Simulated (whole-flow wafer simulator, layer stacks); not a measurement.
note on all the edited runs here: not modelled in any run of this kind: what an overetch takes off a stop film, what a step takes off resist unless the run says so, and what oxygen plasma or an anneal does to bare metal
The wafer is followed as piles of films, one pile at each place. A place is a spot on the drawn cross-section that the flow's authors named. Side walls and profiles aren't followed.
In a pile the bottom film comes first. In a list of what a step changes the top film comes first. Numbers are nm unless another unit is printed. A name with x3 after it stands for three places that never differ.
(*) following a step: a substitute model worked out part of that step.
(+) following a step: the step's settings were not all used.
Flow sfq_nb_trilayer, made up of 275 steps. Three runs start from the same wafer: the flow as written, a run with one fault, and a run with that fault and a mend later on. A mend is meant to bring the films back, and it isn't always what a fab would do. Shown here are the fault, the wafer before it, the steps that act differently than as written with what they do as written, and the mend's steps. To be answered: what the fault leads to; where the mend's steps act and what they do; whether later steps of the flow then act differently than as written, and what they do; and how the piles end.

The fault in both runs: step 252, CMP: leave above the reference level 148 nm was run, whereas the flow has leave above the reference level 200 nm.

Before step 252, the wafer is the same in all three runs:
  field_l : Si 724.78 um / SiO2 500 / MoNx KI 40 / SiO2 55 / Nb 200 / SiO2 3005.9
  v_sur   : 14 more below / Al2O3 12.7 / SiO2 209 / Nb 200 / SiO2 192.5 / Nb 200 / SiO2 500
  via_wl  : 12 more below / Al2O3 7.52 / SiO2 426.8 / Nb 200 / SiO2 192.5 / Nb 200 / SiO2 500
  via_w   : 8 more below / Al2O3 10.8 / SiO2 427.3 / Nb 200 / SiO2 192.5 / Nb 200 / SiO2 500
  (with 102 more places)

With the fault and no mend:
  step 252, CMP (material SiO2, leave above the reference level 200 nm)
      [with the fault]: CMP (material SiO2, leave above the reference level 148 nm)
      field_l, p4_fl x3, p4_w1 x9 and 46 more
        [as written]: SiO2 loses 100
        [with the fault]: SiO2 loses 152
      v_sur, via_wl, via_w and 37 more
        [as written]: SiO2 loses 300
        [with the fault]: SiO2 loses 352
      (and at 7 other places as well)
  Steps later in the flow that act otherwise than as written (4 other steps are not shown; they differ only slightly, by no more than 2% or 0.5 nm, whichever is larger):
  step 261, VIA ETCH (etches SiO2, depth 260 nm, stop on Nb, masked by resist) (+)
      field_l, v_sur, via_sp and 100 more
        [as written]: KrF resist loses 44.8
        [with the fault]: KrF resist loses 38.2
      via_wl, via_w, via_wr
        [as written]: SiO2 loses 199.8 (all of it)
        [with the fault]: SiO2 loses 147.8 (all of it)
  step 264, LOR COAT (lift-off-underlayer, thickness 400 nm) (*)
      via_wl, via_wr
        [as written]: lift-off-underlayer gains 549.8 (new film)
        [with the fault]: lift-off-underlayer gains 510.8 (new film)
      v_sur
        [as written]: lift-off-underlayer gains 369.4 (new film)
        [with the fault]: lift-off-underlayer gains 377.4 (new film)
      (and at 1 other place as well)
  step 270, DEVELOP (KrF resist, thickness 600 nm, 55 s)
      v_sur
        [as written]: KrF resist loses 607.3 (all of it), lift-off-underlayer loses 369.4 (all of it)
        [with the fault]: KrF resist loses 605.1 (all of it), lift-off-underlayer loses 377.4 (all of it)
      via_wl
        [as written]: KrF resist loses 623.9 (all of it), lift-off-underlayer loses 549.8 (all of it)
        [with the fault]: KrF resist loses 617.3 (all of it), lift-off-underlayer loses 510.8 (all of it)
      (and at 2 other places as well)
  By the end, the piles at v_sur, via_sp, via_v and 84 more depart from the flow's by more than 2% or 0.5 nm, whichever is larger.
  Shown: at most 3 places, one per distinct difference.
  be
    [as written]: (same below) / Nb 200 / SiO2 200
    [with the fault]: (same below) / Nb 200 / SiO2 148
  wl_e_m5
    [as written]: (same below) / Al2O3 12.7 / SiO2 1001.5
    [with the fault]: (same below) / Al2O3 12.7 / SiO2 949.5
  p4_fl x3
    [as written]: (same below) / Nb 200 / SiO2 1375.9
    [with the fault]: (same below) / Nb 200 / SiO2 1323.9

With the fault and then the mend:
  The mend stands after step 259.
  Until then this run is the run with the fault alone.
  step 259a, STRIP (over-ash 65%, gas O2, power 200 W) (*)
      field_l, v_sur, via_sp and 100 more
        KrF resist loses 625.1 (all of it), anti-reflective coat loses 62 (all of it)
      via_wl, via_w, via_wr
        anti-reflective coat loses 62 (all of it)
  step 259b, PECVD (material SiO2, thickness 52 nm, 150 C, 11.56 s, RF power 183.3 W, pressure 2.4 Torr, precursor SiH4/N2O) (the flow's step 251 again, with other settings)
      field_l, v_sur, via_wl and 103 more
        SiO2 gains 52
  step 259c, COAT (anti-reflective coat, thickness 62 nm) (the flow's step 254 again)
      field_l, v_sur, via_wl and 103 more
        anti-reflective coat gains 62 (new film)
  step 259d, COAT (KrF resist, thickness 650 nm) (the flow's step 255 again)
      field_l, v_sur, via_wl and 103 more
        KrF resist gains 650 (new film)
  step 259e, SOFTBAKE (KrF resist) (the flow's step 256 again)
      does not change any film at any place that is followed
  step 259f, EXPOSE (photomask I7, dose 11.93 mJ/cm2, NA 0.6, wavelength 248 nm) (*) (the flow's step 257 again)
      does not change any film at any place that is followed
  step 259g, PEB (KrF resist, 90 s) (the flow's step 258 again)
      field_l, v_sur, via_wl and 103 more
        KrF resist loses 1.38
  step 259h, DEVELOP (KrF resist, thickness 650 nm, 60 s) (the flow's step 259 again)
      field_l, v_sur, via_sp and 100 more
        KrF resist loses 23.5
      via_wl, via_w, via_wr
        KrF resist loses 648.6 (all of it)
  Later steps of the flow that are run all act as written at every place that is followed.
  The piles end the same as the flow's at every place that both follow.
